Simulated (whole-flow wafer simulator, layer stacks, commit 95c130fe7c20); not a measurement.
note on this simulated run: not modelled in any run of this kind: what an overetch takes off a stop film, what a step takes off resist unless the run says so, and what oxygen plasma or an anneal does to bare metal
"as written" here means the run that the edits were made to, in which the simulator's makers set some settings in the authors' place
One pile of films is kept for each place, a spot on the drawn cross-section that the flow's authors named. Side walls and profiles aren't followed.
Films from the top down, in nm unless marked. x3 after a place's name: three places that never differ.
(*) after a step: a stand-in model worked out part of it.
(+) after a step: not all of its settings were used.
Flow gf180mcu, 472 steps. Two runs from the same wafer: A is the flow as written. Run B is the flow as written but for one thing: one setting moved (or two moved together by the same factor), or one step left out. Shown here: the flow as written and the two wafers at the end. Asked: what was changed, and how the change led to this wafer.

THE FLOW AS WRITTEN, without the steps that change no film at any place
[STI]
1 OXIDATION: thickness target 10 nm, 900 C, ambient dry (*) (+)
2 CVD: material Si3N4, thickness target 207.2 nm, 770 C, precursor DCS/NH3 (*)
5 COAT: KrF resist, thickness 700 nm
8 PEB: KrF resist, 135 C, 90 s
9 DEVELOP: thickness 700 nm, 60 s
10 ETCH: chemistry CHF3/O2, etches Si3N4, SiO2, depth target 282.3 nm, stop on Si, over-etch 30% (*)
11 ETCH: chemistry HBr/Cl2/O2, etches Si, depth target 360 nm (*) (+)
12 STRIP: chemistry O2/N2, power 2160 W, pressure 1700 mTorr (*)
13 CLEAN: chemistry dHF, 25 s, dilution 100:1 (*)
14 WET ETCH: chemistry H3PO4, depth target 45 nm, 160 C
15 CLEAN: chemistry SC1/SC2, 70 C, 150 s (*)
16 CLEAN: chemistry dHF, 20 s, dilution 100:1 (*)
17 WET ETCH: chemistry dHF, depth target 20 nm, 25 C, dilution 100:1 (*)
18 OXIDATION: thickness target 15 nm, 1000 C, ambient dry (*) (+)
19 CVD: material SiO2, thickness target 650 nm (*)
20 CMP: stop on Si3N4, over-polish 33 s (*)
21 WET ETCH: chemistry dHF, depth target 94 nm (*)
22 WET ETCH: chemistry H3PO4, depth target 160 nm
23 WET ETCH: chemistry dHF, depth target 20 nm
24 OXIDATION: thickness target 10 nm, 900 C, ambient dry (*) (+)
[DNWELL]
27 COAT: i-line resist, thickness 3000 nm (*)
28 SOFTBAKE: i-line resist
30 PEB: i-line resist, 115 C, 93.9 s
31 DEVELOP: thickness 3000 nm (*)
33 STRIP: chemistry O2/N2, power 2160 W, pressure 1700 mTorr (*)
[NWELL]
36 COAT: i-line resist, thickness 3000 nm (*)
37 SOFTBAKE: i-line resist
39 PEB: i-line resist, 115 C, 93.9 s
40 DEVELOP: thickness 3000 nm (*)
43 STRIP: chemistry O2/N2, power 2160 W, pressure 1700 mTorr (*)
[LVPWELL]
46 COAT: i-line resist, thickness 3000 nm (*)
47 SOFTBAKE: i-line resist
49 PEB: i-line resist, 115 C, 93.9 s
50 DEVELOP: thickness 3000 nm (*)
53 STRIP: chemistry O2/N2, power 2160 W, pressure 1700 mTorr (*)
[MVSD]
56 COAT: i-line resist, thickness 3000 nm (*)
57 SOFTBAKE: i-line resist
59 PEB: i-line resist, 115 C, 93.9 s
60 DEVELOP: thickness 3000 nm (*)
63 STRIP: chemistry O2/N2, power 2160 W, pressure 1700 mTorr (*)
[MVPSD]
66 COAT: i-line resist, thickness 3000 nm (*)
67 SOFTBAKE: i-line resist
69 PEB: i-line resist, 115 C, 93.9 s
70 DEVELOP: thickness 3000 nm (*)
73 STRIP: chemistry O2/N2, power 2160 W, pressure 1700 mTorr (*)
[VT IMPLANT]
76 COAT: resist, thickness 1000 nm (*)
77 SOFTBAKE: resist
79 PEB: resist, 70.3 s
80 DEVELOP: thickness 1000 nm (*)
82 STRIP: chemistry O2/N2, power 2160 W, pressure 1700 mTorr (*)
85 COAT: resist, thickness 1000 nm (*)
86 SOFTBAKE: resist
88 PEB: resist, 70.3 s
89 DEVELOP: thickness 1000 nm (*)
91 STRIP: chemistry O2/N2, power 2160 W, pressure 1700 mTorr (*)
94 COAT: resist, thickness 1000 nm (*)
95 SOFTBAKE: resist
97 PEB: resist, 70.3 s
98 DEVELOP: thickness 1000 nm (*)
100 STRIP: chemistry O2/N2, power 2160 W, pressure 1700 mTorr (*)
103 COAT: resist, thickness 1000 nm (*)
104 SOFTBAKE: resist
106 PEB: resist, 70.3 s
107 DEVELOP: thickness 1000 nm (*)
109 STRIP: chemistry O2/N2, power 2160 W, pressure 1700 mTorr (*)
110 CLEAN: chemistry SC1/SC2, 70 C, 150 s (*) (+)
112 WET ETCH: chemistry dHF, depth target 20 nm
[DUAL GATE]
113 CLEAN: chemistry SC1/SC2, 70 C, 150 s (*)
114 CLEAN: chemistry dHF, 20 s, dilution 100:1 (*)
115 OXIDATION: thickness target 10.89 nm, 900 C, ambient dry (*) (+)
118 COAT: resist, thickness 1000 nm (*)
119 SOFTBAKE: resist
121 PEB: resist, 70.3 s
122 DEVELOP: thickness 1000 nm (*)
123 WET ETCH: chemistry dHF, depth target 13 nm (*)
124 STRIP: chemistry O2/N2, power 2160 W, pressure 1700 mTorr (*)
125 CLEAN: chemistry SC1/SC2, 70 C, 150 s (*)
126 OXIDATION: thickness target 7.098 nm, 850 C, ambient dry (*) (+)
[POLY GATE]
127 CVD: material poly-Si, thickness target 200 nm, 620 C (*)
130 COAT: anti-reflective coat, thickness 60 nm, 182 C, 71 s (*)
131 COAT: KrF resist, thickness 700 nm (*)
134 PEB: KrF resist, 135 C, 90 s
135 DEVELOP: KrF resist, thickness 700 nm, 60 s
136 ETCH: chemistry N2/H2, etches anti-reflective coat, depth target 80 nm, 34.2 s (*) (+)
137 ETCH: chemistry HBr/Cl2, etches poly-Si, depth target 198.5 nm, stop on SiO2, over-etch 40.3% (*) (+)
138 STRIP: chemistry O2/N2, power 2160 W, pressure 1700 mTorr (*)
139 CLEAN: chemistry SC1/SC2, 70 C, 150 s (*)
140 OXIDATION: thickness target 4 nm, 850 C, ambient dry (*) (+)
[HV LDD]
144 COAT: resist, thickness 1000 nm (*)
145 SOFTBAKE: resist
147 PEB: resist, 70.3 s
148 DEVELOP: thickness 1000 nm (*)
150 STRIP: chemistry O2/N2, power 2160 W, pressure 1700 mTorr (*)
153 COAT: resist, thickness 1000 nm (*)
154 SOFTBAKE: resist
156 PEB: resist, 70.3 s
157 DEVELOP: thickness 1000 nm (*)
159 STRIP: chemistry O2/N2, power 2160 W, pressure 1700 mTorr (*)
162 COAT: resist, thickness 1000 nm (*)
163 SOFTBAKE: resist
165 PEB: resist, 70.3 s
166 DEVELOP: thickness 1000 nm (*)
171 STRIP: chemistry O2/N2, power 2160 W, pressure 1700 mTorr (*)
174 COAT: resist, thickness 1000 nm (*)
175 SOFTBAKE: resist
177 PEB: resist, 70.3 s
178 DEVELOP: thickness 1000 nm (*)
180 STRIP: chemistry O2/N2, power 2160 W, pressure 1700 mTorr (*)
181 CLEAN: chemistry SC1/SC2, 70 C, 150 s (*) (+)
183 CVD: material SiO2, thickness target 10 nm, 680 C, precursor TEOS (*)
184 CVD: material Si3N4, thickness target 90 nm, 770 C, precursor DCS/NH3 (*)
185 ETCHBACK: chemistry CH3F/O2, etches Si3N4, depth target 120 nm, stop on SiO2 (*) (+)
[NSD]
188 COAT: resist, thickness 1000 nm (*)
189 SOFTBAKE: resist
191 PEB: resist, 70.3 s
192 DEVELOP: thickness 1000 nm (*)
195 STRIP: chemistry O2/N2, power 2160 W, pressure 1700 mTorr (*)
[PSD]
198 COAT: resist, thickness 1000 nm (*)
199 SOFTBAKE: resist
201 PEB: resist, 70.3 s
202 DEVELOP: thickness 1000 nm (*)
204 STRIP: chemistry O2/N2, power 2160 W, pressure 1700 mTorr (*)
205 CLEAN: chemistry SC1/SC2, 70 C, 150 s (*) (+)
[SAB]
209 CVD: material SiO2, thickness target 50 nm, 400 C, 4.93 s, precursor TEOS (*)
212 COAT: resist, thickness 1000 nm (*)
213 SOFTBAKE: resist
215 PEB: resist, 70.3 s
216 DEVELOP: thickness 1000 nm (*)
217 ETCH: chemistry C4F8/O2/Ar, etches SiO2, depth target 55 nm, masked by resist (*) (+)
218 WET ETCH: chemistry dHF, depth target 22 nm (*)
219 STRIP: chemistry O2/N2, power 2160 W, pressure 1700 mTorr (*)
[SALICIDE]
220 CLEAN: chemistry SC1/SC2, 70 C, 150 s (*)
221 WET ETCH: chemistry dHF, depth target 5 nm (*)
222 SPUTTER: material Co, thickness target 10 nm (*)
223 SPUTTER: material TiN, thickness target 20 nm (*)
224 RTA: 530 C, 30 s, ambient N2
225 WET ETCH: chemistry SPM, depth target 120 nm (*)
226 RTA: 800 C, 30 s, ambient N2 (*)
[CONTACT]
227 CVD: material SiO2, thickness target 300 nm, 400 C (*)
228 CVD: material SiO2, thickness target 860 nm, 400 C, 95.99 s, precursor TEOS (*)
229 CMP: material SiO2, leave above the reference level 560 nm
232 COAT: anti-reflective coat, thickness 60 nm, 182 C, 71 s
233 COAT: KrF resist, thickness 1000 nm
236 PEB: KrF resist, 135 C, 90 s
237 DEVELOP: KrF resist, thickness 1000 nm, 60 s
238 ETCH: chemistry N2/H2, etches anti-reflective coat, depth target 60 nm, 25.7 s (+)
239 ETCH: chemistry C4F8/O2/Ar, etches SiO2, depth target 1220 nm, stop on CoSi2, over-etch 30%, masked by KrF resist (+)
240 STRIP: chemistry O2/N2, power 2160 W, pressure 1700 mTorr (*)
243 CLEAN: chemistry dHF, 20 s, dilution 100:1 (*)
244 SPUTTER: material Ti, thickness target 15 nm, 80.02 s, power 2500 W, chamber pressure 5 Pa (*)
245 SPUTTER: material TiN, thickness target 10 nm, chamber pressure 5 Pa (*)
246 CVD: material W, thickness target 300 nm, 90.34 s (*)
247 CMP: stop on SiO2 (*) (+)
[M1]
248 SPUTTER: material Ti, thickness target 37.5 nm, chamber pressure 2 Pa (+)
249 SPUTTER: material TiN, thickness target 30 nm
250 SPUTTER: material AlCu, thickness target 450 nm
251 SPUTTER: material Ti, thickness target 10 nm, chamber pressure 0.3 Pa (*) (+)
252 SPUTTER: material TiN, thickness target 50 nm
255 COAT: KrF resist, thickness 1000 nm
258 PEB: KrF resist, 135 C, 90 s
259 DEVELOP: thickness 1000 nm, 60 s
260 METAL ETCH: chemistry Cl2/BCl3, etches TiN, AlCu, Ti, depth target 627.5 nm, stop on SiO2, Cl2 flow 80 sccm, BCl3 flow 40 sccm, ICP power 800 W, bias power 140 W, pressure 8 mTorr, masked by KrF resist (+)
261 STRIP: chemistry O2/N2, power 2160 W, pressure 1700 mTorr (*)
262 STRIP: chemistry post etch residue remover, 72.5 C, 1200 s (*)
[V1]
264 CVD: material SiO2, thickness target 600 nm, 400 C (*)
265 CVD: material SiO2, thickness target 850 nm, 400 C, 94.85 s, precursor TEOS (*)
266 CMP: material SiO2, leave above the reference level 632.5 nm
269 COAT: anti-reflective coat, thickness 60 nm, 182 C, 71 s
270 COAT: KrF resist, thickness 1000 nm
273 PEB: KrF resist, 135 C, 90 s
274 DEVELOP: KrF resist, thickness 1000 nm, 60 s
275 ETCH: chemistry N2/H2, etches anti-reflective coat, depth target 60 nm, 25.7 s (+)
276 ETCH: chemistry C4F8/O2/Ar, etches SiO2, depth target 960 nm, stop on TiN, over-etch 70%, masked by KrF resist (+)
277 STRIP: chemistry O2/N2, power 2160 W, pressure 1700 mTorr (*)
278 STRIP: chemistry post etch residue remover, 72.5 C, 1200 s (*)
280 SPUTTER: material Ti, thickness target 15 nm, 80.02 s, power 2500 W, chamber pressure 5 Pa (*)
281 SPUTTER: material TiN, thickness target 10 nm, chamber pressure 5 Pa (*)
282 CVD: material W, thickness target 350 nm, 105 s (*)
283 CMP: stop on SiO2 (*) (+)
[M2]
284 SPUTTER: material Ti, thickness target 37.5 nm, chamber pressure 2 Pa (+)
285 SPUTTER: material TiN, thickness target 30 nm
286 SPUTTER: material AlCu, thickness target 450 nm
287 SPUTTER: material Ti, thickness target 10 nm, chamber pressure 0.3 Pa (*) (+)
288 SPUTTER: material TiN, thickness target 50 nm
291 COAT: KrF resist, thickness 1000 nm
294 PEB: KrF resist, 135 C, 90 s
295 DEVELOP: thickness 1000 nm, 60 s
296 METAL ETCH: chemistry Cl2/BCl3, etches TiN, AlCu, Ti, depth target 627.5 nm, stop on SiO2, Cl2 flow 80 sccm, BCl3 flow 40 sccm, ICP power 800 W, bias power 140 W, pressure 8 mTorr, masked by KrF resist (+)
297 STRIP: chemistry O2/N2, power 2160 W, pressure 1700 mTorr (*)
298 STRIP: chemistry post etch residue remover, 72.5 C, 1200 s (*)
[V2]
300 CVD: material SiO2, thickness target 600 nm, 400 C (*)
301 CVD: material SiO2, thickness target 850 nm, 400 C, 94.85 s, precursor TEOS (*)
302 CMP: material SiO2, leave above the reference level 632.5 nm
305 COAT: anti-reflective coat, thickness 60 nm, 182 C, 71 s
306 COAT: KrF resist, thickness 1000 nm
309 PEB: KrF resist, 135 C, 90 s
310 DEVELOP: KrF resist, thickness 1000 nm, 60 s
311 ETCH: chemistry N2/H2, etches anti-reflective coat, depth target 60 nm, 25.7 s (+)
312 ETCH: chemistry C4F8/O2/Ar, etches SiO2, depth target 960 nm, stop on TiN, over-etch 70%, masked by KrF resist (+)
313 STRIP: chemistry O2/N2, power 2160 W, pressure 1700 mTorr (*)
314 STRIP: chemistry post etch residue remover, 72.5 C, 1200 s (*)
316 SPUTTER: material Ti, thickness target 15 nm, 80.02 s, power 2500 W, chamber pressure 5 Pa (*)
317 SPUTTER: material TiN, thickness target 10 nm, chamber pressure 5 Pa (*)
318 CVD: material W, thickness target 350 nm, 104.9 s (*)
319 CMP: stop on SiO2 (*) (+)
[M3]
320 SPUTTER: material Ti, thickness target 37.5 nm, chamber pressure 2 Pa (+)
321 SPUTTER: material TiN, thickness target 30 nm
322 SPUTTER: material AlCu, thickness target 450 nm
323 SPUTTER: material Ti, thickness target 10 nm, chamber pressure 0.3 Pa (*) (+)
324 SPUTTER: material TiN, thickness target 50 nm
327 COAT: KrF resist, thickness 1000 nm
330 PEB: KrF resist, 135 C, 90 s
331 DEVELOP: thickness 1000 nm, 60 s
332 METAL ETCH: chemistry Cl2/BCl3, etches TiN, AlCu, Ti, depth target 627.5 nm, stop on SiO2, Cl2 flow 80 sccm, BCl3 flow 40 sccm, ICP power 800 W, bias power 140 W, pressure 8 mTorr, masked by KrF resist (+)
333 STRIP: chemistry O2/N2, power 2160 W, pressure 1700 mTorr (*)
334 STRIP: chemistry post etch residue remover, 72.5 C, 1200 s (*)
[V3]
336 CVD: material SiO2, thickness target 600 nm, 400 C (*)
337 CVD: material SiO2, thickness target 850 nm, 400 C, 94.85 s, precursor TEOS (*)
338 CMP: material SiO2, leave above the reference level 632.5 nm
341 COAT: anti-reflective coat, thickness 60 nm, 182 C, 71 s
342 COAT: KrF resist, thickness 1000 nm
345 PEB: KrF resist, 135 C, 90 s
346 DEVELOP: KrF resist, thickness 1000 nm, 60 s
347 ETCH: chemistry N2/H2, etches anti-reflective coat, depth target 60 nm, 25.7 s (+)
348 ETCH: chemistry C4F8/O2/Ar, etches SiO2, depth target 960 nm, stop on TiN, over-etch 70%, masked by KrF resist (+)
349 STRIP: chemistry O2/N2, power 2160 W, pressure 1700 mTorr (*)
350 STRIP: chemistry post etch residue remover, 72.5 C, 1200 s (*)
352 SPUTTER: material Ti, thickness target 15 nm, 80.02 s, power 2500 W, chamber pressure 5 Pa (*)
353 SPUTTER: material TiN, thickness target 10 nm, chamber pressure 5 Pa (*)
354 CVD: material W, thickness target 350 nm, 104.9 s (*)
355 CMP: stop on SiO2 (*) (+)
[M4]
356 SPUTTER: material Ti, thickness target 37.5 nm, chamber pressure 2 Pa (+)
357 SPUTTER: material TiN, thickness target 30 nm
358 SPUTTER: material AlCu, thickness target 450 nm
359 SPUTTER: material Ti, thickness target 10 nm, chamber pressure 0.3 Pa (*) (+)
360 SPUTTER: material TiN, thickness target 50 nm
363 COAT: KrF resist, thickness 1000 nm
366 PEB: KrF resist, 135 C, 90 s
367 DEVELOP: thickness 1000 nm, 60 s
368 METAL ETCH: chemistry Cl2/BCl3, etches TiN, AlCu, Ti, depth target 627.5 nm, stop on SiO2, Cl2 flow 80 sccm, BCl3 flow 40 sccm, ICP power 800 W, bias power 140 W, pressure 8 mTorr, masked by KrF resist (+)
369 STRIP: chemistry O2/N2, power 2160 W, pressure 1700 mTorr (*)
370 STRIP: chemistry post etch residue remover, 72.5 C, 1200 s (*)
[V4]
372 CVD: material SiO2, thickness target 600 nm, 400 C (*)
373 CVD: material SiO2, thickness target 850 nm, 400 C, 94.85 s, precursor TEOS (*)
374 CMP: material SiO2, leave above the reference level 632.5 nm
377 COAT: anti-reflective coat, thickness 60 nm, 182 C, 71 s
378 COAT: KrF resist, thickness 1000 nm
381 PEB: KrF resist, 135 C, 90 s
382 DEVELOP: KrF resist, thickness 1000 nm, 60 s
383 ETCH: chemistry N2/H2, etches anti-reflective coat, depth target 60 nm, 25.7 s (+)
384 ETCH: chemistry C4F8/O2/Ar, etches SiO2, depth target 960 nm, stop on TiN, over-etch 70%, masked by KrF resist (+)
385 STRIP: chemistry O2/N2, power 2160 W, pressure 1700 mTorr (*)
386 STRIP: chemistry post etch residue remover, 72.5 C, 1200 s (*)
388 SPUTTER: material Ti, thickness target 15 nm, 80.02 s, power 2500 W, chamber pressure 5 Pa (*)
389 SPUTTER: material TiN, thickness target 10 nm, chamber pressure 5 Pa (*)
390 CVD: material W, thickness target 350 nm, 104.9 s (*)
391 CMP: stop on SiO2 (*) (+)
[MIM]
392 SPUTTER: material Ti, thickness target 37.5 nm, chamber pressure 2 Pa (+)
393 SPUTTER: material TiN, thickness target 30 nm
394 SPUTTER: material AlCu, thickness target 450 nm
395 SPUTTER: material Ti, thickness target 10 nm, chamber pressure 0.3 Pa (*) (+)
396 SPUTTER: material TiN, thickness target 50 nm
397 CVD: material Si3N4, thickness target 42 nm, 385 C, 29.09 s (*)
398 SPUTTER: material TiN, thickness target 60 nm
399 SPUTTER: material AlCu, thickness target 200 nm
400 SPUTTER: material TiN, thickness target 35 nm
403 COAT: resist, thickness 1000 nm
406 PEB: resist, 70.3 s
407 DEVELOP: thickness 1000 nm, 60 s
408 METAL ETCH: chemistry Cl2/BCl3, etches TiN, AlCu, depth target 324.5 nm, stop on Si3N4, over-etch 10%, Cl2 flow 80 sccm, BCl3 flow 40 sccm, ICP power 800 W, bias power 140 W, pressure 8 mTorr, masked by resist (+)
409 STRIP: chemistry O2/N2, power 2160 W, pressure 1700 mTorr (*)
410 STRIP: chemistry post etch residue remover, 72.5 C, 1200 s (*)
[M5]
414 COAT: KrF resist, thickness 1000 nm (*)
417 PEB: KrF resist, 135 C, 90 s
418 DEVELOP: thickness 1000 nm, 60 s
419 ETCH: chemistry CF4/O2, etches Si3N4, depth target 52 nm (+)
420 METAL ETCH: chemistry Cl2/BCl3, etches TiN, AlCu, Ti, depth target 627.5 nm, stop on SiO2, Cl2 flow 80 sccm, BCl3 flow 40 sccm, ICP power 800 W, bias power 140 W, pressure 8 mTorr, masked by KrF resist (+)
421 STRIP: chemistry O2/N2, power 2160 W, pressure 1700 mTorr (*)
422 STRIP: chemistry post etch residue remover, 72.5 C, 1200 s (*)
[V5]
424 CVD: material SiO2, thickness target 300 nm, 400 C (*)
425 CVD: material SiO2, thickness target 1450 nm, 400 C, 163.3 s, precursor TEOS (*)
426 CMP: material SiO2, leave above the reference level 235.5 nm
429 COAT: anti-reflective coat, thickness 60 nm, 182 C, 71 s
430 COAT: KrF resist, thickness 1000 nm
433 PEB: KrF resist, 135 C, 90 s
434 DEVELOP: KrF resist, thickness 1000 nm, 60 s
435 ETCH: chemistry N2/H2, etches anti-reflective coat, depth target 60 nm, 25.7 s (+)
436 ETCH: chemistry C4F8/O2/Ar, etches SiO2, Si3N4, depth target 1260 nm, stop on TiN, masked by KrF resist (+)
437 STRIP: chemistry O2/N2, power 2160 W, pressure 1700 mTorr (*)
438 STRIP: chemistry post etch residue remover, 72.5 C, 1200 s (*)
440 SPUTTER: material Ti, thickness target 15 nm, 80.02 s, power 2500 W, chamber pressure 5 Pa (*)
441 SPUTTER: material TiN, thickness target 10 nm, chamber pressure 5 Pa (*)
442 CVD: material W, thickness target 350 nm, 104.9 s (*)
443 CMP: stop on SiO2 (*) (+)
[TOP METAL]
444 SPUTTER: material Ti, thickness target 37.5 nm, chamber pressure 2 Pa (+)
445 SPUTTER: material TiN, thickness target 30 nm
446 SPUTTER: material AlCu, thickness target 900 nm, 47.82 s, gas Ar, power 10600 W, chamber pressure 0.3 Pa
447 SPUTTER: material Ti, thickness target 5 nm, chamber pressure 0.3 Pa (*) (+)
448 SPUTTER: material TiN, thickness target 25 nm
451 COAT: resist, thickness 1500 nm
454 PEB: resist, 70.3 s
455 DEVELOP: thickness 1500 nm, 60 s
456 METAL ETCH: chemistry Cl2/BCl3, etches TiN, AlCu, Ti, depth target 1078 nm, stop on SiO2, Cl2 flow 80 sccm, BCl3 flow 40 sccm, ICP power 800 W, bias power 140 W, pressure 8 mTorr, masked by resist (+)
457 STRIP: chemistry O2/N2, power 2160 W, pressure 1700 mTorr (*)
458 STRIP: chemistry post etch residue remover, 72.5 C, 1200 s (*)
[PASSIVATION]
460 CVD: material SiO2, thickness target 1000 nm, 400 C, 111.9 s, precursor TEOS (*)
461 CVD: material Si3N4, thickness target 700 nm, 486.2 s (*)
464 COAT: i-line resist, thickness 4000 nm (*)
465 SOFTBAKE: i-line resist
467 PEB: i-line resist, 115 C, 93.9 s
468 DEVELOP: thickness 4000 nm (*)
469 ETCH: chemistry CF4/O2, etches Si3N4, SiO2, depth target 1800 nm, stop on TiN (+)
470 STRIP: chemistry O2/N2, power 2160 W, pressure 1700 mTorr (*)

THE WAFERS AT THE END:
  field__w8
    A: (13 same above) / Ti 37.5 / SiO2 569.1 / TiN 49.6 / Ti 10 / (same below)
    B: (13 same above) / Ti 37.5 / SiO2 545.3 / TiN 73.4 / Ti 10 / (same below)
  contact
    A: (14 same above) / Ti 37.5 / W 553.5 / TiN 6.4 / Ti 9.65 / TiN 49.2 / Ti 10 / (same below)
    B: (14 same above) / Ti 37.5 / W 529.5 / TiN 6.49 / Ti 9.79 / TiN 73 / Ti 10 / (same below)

The cause: step 360, SPUTTER: thickness target 73.8 nm was run, where the flow has thickness target 50 nm.

How the change led to this, step by step:
  360 SPUTTER: material TiN, thickness target 50 nm
      field, field__w1, field__w2 and 108 more: A TiN +50 (new film) | B TiN +73.8 (new film)
  368 METAL ETCH: chemistry Cl2/BCl3, etches TiN, AlCu, Ti, depth target 627.5 nm, stop on SiO2, Cl2 flow 80 sccm, BCl3 flow 40 sccm, ICP power 800 W, bias power 140 W, pressure 8 mTorr, masked by KrF resist (+)
      field, field__w1, field__w2 and 103 more: A TiN -50 (all of it), Ti -10 (all of it), AlCu -450 (all of it), TiN -30 (all of it), Ti -37.5 (all of it) | B TiN -73.8 (all of it), Ti -10 (all of it), AlCu -450 (all of it), TiN -30 (all of it), Ti -37.5 (all of it)
  374 CMP: material SiO2, leave above the reference level 632.5 nm
      field__w8, contact, m1, m1__w1, m1_nw: A SiO2 -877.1 | B SiO2 -900.9
  384 ETCH: chemistry C4F8/O2/Ar, etches SiO2, depth target 960 nm, stop on TiN, over-etch 70%, masked by KrF resist (+)
      field, field__w1, field__w2 and 107 more: A KrF resist -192 | B KrF resist -186.5
      contact: A SiO2 -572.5 (all of it) | B SiO2 -548.7 (all of it)
  390 CVD: material W, thickness target 350 nm, 104.9 s (*)
      contact: A W +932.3 (new film) | B W +908.3 (new film)
